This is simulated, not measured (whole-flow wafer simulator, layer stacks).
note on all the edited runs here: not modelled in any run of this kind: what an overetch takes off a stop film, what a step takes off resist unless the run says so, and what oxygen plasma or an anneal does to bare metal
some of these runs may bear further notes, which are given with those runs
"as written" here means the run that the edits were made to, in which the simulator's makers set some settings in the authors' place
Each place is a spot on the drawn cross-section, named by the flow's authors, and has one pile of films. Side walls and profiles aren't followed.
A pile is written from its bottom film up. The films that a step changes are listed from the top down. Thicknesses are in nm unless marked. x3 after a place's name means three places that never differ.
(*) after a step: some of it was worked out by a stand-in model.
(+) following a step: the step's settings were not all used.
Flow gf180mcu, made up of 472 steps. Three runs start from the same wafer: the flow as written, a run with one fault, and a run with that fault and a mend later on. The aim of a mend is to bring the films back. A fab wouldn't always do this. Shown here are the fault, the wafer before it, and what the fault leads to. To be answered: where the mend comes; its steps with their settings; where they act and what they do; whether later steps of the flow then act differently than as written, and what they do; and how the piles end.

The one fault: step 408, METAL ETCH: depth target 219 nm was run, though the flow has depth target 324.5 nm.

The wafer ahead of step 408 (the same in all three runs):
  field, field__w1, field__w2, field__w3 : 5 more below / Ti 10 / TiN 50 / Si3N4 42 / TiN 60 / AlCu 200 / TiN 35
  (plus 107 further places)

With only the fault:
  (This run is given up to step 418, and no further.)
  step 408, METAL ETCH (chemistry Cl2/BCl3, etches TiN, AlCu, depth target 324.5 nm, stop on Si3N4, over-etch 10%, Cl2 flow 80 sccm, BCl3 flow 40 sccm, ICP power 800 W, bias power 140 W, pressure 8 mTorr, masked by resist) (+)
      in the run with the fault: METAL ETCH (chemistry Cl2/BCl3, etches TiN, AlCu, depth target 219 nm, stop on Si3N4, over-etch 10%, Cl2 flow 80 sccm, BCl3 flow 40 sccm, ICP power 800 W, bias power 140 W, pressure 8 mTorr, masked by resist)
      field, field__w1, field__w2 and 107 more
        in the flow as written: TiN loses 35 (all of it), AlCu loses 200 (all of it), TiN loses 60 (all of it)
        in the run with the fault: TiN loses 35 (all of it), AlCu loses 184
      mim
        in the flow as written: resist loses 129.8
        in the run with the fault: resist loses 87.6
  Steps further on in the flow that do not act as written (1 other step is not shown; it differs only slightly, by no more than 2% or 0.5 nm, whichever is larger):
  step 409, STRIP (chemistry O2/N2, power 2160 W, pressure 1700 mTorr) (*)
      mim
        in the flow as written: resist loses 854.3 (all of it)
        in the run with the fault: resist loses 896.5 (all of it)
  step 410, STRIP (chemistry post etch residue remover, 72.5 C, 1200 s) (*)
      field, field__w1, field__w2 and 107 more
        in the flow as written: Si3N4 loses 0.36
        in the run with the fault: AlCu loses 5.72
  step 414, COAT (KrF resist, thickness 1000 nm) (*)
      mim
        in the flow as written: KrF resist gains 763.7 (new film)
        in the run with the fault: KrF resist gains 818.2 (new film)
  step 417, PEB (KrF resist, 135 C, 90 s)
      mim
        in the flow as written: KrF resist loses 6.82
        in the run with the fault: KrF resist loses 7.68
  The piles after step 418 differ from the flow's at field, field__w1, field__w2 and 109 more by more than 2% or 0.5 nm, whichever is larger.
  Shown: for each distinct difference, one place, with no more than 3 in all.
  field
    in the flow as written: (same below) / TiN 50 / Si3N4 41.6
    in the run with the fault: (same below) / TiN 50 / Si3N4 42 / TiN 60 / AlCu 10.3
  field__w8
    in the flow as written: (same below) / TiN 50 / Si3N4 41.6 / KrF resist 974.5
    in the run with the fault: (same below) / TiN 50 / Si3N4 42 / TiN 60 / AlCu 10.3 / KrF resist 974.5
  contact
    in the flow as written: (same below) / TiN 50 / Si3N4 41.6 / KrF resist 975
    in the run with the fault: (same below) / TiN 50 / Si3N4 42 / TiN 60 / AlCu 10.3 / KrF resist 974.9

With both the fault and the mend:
  The mend follows step 410.
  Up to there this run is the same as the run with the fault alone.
  step 410a, DEHYDRATE (200 C, 60 s) (the flow's step 401, run once more)
      alters no film at any place that is followed
  step 410b, HMDS (120 C, 60 s) (the flow's step 402, run once more)
      alters no film at any place that is followed
  step 410c, COAT (resist, thickness 1000 nm) (*) (the flow's step 403, run once more)
      field__w8, m1__w1, iso_ptap_pw and 39 more
        resist gains 1000 (new film)
      field_sub__w1, field_sub__w5, n_well and 6 more
        resist gains 1000.8 (new film)
      field, ld_acc_p, ld_fp_p, ld_drift_p, ld_drn_p, ld_body_p_dnw, m1_nw
        resist gains 1001.3 (new film)
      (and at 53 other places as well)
  step 410d, SOFTBAKE (resist) (the flow's step 404, run once more)
      field__w2
        resist gains 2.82
      field__w3
        resist gains 2.97
      field__w5
        resist loses 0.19
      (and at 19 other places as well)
  step 410e, EXPOSE (photomask FuseTop) (the flow's step 405, run once more)
      alters no film at any place that is followed
  step 410f, PEB (resist, 70.3 s) (the flow's step 406, run once more)
      field, field__w1, field__w5 and 95 more
        resist loses 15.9
      field__w2, field__w3, field__w12, pplus_u, ppoly_sal, nw_enc_fld_lv__w1, nw_enc_fld_lv__w4
        resist loses 16
      field__w11, field__w13, npoly_sal
        resist loses 16.2
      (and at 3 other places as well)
  step 410g, DEVELOP (thickness 1000 nm, 60 s) (the flow's step 407, run once more)
      field__w8, m1__w1, iso_ptap_pw and 39 more
        resist loses 984.1 (all of it)
      p_well, sti, spacer, sd_n, mim_1p0, pad, dice_street
        resist loses 984.6 (all of it)
      field, ld_acc_p, ld_fp_p, ld_drift_p, ld_drn_p, m1_nw
        resist loses 985.4 (all of it)
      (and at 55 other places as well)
  step 410h, METAL ETCH (chemistry Cl2/BCl3, etches TiN, AlCu, depth target 105.5 nm, stop on Si3N4, over-etch 10%, Cl2 flow 80 sccm, BCl3 flow 40 sccm, ICP power 800 W, bias power 140 W, pressure 8 mTorr, masked by resist) (+) (the flow's step 408, run once more with other settings)
      field, field__w1, field__w2 and 107 more
        AlCu loses 10.3 (all of it), TiN loses 60 (all of it)
      mim
        resist loses 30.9
  step 410i, STRIP (chemistry O2/N2, power 2160 W, pressure 1700 mTorr) (*) (the flow's step 409, run once more)
      mim
        resist loses 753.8 (all of it)
  step 410j, STRIP (chemistry post etch residue remover, 72.5 C, 1200 s) (*) (the flow's step 410, run once more)
      field, field__w1, field__w2 and 107 more
        Si3N4 loses 0.36
      mim
        TiN loses 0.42
  Every later step of the flow that is run acts as written, at every place that is followed, to within 2% or 0.5 nm, whichever is larger.
  When the end is reached, the piles differ only a little from the flow's at the places that both follow, at most by 2% or 0.5 nm, whichever is larger.
